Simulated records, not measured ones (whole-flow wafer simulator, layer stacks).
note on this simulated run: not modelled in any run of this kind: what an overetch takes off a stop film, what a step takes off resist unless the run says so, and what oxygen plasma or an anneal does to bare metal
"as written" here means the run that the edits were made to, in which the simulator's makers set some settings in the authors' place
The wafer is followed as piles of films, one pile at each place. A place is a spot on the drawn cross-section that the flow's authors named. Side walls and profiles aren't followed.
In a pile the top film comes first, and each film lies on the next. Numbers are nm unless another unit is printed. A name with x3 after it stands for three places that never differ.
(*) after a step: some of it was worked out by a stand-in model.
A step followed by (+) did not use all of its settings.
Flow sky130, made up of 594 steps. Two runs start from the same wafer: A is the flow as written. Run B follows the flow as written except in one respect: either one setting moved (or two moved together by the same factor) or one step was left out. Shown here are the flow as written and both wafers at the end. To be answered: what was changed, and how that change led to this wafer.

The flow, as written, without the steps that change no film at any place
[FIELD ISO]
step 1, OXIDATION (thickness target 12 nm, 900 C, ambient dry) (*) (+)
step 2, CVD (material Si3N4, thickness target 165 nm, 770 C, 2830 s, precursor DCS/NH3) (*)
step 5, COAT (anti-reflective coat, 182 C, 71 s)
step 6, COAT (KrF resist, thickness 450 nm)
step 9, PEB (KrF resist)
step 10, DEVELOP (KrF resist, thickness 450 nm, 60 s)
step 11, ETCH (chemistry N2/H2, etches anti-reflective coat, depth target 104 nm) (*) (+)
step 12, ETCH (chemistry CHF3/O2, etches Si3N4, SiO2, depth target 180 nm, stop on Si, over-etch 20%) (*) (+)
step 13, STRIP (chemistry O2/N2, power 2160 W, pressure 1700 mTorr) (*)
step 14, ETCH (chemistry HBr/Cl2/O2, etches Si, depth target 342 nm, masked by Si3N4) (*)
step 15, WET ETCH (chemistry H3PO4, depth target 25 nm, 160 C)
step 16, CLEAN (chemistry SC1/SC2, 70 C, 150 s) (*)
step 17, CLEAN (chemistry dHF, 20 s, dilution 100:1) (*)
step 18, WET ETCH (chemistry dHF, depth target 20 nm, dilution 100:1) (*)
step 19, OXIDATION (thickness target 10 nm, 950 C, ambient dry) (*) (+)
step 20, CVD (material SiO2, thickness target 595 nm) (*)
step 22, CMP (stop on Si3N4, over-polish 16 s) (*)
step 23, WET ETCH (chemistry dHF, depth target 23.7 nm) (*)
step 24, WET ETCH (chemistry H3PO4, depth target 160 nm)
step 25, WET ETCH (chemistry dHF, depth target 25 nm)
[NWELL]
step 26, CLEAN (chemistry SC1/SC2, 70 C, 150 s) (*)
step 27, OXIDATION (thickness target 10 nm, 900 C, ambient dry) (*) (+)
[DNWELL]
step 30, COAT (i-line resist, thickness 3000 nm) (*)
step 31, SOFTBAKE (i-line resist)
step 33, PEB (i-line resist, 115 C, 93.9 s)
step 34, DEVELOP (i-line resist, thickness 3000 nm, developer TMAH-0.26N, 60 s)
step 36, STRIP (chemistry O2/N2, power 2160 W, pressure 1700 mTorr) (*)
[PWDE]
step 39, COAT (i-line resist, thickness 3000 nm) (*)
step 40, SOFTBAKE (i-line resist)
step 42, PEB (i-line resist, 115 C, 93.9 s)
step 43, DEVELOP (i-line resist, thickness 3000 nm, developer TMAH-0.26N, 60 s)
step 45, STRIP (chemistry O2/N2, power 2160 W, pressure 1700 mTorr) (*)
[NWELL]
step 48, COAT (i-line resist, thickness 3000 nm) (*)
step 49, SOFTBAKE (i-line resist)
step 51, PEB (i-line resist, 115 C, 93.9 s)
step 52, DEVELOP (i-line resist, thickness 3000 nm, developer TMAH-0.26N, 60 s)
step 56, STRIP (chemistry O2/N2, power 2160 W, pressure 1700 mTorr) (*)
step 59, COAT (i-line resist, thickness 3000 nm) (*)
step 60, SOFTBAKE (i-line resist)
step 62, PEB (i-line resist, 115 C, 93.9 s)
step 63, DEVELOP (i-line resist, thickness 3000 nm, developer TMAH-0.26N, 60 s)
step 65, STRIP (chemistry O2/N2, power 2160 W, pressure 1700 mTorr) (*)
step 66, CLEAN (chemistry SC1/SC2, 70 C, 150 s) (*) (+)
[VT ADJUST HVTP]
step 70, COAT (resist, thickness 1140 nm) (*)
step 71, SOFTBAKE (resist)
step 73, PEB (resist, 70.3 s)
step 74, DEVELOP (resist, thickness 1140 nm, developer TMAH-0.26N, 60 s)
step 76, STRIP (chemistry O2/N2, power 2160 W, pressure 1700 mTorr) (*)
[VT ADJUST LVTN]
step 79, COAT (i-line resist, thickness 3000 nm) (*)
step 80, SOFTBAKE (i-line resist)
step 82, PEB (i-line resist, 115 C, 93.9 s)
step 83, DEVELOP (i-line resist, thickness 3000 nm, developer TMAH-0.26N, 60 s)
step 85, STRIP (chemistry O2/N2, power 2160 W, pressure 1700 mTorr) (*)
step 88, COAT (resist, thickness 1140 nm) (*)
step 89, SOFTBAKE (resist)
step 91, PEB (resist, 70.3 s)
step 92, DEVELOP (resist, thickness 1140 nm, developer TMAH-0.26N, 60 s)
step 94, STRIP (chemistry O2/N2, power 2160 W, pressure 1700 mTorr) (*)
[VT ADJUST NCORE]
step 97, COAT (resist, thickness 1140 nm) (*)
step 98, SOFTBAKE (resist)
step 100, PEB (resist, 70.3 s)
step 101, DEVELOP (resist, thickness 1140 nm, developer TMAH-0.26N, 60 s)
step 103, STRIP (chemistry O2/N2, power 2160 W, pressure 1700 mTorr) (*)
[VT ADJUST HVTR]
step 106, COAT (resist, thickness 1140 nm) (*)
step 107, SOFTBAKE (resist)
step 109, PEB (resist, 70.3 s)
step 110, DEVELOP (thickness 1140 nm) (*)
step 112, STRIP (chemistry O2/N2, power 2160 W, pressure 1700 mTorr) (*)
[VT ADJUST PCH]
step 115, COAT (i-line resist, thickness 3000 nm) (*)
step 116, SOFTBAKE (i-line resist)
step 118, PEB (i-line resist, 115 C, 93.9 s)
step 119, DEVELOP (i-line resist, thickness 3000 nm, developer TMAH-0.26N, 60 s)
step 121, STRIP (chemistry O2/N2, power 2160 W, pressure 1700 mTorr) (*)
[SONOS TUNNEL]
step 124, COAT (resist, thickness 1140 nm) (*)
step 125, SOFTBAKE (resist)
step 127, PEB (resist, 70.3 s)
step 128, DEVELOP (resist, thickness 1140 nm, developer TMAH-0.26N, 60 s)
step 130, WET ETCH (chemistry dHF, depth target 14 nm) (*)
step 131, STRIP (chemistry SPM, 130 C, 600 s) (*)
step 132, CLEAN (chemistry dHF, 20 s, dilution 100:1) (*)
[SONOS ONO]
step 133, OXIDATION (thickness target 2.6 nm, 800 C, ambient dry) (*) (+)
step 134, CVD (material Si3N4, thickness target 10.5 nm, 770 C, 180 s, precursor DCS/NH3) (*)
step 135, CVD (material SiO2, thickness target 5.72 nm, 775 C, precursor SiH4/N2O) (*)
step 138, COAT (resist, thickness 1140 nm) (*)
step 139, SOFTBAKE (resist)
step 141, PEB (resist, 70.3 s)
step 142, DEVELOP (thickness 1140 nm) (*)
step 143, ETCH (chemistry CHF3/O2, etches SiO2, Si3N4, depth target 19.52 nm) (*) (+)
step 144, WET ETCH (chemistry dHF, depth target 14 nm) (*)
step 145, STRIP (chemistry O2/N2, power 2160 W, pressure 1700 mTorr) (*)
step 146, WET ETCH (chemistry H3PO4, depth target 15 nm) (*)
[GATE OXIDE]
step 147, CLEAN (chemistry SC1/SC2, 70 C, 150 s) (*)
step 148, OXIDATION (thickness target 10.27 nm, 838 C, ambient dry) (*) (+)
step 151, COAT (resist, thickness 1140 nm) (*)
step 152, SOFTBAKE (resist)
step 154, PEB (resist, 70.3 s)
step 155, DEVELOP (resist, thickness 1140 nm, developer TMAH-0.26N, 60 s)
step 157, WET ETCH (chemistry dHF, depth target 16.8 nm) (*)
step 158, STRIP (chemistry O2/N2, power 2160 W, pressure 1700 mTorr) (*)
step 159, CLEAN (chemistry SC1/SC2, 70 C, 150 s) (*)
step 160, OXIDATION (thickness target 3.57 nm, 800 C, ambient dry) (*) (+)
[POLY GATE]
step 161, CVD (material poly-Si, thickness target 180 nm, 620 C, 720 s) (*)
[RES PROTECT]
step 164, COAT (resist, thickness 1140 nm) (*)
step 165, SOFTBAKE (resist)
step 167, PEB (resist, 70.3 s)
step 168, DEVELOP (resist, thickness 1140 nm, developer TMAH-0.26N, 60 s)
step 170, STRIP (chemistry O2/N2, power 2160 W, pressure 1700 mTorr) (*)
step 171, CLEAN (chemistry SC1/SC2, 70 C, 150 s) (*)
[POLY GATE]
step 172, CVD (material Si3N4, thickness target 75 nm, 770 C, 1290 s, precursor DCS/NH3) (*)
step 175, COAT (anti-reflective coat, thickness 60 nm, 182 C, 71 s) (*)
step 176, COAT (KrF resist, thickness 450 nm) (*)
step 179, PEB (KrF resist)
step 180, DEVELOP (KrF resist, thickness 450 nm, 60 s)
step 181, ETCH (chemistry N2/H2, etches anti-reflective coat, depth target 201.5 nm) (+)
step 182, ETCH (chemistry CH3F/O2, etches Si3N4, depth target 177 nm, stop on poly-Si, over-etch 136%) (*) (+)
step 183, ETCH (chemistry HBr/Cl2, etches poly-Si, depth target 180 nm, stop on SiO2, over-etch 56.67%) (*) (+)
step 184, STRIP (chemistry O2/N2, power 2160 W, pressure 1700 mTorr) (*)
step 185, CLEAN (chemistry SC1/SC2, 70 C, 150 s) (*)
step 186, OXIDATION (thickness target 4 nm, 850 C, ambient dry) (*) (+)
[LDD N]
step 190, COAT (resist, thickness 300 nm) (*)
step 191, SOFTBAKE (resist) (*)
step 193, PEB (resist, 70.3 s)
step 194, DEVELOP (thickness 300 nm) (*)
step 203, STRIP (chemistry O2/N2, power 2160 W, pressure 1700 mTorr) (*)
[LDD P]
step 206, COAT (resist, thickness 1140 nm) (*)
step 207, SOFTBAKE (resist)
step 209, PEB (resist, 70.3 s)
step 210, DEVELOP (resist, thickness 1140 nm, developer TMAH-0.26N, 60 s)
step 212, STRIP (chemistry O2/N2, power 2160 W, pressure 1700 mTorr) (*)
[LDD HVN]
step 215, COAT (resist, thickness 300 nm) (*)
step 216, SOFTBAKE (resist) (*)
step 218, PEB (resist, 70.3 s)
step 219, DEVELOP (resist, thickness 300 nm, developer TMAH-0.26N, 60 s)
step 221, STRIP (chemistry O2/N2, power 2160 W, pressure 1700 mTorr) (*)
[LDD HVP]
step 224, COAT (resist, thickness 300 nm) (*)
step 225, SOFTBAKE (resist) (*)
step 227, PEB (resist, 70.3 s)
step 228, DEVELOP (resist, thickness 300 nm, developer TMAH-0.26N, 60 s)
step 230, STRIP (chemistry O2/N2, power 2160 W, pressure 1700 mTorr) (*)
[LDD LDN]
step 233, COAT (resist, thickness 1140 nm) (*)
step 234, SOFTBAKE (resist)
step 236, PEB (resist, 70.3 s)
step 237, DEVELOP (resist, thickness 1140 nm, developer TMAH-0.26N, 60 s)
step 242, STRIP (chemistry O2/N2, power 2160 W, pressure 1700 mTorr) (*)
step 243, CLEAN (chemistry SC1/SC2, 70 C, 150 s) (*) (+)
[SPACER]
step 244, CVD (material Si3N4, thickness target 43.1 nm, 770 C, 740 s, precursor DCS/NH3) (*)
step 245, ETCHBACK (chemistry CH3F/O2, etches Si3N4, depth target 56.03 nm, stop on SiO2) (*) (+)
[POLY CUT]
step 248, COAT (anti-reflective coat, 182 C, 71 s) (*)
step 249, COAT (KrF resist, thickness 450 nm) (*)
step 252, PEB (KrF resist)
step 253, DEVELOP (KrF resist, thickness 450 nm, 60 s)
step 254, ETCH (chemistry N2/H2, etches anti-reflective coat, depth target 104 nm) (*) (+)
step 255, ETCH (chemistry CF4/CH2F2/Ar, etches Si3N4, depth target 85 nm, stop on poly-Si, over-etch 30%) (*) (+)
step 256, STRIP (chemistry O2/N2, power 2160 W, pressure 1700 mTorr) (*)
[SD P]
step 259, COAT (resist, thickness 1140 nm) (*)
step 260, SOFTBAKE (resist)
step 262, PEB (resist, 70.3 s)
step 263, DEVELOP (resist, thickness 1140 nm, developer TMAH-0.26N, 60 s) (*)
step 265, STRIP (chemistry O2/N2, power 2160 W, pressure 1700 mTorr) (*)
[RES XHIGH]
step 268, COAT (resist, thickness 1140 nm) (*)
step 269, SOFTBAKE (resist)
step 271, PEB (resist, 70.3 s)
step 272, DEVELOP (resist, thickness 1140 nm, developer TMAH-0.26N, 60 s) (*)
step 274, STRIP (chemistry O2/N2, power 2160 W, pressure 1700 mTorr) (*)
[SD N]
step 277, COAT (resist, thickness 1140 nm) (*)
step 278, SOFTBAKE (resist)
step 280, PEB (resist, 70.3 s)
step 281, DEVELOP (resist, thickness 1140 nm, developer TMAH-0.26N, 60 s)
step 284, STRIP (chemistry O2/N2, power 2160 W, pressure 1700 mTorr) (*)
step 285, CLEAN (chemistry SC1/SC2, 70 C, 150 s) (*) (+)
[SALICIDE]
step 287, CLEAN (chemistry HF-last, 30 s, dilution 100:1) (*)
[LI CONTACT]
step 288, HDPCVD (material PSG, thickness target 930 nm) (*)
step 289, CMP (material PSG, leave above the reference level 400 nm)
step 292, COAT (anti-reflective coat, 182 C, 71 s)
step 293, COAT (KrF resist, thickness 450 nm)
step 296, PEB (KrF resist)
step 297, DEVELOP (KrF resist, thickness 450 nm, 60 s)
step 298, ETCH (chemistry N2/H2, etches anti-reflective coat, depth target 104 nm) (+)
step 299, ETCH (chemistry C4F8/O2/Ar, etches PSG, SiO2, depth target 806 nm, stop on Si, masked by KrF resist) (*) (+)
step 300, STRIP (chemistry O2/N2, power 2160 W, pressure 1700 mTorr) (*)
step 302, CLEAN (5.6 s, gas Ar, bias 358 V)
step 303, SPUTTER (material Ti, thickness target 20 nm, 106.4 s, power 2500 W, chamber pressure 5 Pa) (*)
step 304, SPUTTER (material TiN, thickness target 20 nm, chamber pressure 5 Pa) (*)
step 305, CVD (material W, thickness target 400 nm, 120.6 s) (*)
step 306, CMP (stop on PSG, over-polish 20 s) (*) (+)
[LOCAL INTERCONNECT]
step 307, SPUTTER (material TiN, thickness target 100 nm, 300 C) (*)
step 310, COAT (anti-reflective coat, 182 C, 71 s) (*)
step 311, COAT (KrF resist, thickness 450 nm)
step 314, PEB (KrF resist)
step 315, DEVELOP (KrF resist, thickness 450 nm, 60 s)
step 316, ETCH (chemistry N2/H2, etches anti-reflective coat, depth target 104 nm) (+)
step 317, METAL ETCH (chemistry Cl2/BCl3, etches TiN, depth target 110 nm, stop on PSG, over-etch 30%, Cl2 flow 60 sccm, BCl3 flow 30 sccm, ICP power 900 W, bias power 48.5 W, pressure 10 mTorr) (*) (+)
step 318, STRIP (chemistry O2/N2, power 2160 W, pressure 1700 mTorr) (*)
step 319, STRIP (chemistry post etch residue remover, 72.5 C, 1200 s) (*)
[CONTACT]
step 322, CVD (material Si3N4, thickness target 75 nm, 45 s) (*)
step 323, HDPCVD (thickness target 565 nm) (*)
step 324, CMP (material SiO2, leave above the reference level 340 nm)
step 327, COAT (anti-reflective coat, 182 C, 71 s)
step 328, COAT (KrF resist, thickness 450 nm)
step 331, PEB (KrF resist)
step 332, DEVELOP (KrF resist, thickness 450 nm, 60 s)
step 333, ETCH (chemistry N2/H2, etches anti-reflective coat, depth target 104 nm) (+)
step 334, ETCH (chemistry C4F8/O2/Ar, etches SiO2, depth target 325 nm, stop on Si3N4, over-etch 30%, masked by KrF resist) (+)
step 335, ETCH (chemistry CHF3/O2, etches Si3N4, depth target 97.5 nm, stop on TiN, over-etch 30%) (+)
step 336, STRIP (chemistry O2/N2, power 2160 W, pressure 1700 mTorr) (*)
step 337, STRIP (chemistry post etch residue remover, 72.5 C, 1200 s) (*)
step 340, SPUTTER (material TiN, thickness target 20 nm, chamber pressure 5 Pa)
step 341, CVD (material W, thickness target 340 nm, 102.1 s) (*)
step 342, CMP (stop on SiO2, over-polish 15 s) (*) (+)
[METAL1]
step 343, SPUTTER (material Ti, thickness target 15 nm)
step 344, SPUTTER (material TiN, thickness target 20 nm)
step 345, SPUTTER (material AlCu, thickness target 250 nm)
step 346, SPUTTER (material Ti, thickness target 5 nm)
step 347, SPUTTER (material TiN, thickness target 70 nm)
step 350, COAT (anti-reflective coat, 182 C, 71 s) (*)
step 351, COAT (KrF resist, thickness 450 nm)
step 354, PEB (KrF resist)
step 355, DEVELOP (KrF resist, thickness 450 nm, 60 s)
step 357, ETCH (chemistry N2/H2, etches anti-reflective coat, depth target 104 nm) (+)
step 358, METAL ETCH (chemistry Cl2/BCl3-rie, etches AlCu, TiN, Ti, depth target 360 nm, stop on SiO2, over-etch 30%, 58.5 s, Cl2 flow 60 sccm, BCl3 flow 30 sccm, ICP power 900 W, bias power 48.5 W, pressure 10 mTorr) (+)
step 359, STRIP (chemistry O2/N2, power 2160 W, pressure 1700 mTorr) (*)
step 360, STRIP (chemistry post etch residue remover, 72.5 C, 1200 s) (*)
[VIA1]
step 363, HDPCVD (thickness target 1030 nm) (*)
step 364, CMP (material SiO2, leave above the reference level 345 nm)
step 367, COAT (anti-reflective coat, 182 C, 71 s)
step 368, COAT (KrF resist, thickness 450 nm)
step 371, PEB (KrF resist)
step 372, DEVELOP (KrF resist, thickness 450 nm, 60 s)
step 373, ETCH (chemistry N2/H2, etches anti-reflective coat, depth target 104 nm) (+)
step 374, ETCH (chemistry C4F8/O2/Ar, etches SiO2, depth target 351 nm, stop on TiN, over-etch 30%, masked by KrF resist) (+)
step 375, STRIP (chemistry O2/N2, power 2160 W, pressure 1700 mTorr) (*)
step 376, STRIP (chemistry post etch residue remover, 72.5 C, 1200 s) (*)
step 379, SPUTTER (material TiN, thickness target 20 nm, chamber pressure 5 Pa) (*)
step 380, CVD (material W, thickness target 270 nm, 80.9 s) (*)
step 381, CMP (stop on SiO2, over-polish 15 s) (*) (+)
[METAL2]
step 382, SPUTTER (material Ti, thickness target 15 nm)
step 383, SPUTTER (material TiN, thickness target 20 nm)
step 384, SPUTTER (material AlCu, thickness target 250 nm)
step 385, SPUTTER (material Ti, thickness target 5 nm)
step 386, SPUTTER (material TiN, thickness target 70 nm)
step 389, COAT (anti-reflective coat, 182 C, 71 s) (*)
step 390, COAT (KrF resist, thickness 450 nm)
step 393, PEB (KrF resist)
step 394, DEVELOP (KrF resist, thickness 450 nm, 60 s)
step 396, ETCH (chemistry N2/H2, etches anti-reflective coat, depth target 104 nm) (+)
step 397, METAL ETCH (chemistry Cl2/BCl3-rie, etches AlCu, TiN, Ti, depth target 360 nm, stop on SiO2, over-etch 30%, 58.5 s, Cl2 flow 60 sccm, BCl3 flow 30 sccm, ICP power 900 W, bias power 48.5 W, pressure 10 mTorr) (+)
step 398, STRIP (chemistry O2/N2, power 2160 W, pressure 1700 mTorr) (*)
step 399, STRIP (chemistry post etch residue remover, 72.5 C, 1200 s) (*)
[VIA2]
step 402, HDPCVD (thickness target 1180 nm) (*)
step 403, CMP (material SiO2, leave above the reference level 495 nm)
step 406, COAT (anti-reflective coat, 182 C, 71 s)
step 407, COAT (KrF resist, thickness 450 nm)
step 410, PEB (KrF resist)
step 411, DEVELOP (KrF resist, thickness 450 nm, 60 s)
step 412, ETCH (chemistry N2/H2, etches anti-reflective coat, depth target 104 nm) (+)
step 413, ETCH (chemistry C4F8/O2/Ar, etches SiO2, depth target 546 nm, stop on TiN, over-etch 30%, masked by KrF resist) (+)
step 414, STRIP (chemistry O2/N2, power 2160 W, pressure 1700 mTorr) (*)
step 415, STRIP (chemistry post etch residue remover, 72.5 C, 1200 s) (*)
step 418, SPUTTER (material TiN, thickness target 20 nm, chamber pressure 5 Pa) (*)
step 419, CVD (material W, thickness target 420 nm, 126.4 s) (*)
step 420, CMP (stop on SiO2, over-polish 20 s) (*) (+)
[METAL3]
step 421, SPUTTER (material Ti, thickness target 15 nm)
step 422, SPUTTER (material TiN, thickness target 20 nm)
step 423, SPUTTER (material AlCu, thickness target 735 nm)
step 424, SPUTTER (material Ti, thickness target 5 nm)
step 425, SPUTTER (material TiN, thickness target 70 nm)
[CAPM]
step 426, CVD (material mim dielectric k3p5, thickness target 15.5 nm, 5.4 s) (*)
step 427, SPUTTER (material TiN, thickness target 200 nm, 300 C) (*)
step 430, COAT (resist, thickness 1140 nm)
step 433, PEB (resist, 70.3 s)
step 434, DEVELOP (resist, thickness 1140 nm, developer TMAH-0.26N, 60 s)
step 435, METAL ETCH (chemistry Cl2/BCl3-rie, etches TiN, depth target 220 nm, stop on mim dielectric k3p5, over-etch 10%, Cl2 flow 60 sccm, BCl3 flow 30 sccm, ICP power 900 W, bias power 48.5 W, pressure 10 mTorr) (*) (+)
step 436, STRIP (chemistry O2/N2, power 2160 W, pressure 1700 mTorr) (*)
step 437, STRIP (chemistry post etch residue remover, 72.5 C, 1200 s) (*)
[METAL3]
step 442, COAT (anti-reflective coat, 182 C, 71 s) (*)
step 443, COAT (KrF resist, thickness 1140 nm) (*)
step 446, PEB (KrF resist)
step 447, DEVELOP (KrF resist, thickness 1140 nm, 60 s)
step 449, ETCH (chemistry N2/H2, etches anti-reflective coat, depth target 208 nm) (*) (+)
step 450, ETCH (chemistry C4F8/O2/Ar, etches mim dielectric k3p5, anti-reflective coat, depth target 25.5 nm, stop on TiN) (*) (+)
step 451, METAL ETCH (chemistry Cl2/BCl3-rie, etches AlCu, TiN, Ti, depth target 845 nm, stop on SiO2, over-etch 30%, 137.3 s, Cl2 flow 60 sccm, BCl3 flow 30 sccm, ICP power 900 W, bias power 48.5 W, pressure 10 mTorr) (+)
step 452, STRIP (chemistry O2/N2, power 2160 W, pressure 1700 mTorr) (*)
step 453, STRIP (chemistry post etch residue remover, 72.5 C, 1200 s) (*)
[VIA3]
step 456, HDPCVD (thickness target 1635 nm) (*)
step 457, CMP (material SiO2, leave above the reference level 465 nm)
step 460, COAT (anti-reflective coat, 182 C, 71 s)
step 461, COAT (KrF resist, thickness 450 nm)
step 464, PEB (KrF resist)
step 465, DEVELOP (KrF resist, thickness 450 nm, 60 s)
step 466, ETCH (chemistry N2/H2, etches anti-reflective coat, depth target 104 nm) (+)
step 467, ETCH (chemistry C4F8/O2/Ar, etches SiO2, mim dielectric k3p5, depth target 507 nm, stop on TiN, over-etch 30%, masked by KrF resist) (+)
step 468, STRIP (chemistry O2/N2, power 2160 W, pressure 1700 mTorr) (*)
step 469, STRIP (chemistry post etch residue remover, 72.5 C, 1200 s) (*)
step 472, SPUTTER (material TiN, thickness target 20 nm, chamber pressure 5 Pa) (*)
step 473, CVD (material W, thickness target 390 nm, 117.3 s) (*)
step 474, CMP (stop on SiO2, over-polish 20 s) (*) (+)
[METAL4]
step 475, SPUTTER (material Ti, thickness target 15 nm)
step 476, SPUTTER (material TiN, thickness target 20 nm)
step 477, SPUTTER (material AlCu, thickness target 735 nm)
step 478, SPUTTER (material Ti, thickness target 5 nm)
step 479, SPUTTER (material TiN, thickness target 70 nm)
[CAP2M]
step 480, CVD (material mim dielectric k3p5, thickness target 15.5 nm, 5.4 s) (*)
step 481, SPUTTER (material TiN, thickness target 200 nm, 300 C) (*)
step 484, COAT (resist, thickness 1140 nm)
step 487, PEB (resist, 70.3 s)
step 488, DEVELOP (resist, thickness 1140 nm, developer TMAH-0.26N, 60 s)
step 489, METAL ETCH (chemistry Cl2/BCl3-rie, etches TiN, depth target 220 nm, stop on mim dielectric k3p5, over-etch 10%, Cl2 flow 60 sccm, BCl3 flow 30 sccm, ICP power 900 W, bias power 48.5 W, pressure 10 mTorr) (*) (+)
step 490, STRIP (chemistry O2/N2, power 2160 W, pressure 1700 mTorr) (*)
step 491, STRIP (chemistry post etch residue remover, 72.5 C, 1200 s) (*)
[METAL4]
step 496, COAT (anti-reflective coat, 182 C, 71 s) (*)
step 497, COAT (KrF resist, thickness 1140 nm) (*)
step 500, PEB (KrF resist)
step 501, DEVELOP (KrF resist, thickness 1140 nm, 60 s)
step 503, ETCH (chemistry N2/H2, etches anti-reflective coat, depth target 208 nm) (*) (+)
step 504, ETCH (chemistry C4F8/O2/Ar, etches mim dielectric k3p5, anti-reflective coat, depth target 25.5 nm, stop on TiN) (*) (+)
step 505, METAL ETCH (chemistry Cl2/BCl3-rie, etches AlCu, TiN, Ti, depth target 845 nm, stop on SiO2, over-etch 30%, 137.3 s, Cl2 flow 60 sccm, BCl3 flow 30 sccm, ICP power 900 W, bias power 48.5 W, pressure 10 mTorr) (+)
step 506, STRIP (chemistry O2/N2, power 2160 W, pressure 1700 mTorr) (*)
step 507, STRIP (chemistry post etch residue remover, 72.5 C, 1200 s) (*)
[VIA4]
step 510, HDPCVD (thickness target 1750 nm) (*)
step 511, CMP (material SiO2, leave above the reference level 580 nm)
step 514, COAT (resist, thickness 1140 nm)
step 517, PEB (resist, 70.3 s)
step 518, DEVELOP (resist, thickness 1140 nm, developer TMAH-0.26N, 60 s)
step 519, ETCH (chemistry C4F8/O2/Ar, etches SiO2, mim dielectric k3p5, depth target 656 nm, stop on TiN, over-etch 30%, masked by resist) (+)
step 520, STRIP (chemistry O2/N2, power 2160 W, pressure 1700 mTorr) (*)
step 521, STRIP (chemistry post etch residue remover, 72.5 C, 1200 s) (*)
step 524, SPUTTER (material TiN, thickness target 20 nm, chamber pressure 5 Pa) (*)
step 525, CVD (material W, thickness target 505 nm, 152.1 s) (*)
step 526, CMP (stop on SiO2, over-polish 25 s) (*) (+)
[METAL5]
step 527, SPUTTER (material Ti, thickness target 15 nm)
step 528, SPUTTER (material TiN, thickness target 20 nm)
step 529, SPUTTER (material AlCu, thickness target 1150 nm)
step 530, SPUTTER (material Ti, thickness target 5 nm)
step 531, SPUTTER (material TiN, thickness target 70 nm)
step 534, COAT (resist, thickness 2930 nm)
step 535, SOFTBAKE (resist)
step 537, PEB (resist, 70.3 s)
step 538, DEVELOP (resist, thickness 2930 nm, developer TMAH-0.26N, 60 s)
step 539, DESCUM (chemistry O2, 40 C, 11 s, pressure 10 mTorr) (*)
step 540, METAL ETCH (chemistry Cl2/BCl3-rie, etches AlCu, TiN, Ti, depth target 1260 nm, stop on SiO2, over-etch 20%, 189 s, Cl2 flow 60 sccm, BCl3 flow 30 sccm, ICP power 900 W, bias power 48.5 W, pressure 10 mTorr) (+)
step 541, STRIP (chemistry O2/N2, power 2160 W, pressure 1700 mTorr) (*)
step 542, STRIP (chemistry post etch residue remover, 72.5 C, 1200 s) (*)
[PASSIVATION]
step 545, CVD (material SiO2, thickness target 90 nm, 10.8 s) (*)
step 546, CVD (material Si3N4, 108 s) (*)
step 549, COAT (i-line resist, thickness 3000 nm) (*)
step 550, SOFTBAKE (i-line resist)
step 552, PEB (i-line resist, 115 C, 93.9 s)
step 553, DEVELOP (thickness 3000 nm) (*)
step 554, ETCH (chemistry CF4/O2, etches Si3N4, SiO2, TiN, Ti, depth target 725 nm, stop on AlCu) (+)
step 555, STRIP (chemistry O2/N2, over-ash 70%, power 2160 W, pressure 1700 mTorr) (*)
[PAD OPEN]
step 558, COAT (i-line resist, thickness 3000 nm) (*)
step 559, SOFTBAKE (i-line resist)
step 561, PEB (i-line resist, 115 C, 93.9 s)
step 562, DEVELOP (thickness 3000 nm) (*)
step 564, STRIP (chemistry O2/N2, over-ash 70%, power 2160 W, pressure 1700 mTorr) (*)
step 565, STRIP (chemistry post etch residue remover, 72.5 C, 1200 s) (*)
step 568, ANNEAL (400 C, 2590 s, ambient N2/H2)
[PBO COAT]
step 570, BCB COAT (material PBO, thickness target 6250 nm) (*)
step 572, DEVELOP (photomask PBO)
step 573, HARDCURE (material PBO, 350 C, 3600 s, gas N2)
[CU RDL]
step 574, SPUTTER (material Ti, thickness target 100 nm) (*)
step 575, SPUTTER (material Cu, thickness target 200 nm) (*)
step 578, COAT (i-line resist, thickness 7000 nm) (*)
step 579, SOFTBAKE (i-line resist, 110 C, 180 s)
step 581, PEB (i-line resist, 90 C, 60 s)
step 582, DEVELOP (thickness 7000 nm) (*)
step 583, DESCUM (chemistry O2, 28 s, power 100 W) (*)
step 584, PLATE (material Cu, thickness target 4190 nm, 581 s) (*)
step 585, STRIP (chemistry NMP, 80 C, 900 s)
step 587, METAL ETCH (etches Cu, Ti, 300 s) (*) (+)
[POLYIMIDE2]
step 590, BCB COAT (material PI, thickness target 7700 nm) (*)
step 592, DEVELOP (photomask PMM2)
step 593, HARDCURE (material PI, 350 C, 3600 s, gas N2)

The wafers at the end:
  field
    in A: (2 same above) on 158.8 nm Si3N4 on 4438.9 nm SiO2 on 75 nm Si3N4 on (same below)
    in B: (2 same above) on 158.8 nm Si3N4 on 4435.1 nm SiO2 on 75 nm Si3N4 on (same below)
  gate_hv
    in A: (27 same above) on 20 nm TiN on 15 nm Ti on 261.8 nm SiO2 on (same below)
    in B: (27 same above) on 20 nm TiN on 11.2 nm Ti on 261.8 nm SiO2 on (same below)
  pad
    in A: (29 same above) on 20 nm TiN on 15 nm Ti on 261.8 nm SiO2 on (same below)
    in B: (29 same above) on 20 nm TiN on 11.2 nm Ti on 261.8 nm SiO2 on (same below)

What caused this: step 343, SPUTTER: thickness target 11.2 nm was run, though the flow has thickness target 15 nm.
One can read it off the wafer: gate_hv has Ti 11.2, and step 343 as written asks for 15 nm.

The path from the change to this, step by step:
  step 343, SPUTTER (material Ti, thickness target 15 nm)
      field, active, n_well and 188 more: A Ti gains 15 (new film) | B Ti gains 11.2 (new film)
  step 358, METAL ETCH (chemistry Cl2/BCl3-rie, etches AlCu, TiN, Ti, depth target 360 nm, stop on SiO2, over-etch 30%, 58.5 s, Cl2 flow 60 sccm, BCl3 flow 30 sccm, ICP power 900 W, bias power 48.5 W, pressure 10 mTorr) (+)
      field, active, gate and 81 more: A TiN loses 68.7 (all of it), Ti loses 5 (all of it), AlCu loses 250 (all of it), TiN loses 20 (all of it), Ti loses 15 (all of it), SiO2 loses 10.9 | B TiN loses 68.7 (all of it), Ti loses 5 (all of it), AlCu loses 250 (all of it), TiN loses 20 (all of it), Ti loses 11.2 (all of it), SiO2 loses 11.3
